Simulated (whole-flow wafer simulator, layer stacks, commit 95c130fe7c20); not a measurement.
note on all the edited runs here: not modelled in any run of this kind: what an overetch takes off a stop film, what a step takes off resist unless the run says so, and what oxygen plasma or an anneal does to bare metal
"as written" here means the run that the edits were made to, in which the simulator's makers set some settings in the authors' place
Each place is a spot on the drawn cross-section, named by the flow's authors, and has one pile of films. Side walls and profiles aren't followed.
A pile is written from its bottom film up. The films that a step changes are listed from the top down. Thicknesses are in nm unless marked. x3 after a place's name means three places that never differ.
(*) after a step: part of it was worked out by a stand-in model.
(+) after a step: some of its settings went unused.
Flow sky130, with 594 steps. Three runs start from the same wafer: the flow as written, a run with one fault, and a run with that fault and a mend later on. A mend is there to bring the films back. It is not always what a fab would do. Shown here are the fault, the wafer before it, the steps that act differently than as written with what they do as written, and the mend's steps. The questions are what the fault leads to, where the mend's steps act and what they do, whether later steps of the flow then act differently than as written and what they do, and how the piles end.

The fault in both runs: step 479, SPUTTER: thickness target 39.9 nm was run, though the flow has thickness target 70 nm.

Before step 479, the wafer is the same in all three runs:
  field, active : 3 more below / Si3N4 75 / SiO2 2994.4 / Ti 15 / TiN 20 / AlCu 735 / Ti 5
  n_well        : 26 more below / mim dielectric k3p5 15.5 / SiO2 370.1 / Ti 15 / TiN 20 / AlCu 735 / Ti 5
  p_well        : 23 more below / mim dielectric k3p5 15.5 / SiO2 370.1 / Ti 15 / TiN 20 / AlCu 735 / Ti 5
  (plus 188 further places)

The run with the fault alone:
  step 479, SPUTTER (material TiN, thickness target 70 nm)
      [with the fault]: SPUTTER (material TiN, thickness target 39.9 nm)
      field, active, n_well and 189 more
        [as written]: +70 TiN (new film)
        [with the fault]: +39.9 TiN (new film)
  Steps further on in the flow that do not act as written (12 other steps are not shown; they differ only slightly, by no more than 2% or 0.5 nm, whichever is larger):
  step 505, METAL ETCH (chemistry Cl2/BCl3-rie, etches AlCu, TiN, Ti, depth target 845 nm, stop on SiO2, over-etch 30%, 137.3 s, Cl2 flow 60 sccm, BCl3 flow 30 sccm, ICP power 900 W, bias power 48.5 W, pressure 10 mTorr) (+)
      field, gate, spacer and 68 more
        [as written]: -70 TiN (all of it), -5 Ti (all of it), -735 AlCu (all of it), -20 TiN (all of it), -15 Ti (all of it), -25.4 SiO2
        [with the fault]: -39.9 TiN (all of it), -5 Ti (all of it), -735 AlCu (all of it), -20 TiN (all of it), -15 Ti (all of it), -28.4 SiO2
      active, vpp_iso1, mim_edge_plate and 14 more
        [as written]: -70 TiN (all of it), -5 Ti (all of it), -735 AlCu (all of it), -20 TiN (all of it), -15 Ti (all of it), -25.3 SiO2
        [with the fault]: -39.9 TiN (all of it), -5 Ti (all of it), -735 AlCu (all of it), -20 TiN (all of it), -15 Ti (all of it), -28.4 SiO2
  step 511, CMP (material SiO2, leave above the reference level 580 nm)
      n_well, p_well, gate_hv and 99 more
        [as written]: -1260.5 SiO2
        [with the fault]: -1230.4 SiO2
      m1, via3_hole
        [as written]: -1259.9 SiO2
        [with the fault]: -1229.8 SiO2
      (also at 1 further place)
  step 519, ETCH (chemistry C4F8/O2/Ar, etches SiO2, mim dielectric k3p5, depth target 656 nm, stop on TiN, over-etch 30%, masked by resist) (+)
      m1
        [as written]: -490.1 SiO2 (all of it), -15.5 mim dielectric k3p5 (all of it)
        [with the fault]: -520.2 SiO2 (all of it), -15.5 mim dielectric k3p5 (all of it)
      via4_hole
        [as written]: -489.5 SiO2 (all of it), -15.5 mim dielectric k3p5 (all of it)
        [with the fault]: -519.6 SiO2 (all of it), -15.5 mim dielectric k3p5 (all of it)
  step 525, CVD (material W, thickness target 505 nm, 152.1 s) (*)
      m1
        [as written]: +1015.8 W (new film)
        [with the fault]: +1046.1 W (new film)
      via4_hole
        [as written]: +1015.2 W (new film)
        [with the fault]: +1045.5 W (new film)
  By the end, the piles at n_well, p_well, gate_hv and 102 more depart from the flow's by more than 2% or 0.5 nm, whichever is larger.
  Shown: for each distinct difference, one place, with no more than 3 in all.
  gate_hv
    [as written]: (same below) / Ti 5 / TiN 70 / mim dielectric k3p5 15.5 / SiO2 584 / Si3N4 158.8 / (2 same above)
    [with the fault]: (same below) / Ti 5 / TiN 39.9 / mim dielectric k3p5 15.5 / SiO2 614.1 / Si3N4 158.8 / (2 same above)
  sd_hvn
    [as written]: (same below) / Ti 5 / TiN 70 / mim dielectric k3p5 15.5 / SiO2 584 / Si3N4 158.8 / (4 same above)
    [with the fault]: (same below) / Ti 5 / TiN 39.9 / mim dielectric k3p5 15.5 / SiO2 614.1 / Si3N4 158.8 / (4 same above)
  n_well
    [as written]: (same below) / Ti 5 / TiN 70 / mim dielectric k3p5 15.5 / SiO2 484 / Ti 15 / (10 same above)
    [with the fault]: (same below) / Ti 5 / TiN 39.9 / mim dielectric k3p5 15.5 / SiO2 514.1 / Ti 15 / (10 same above)

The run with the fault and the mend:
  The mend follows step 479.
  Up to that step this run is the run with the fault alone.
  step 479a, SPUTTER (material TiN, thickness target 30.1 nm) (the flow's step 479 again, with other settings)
      field, active, n_well and 189 more
        +30.1 TiN
  None of the later steps of the flow acts differently than as written at any place that is followed.
  The piles end the same as the flow's at every place that both follow.
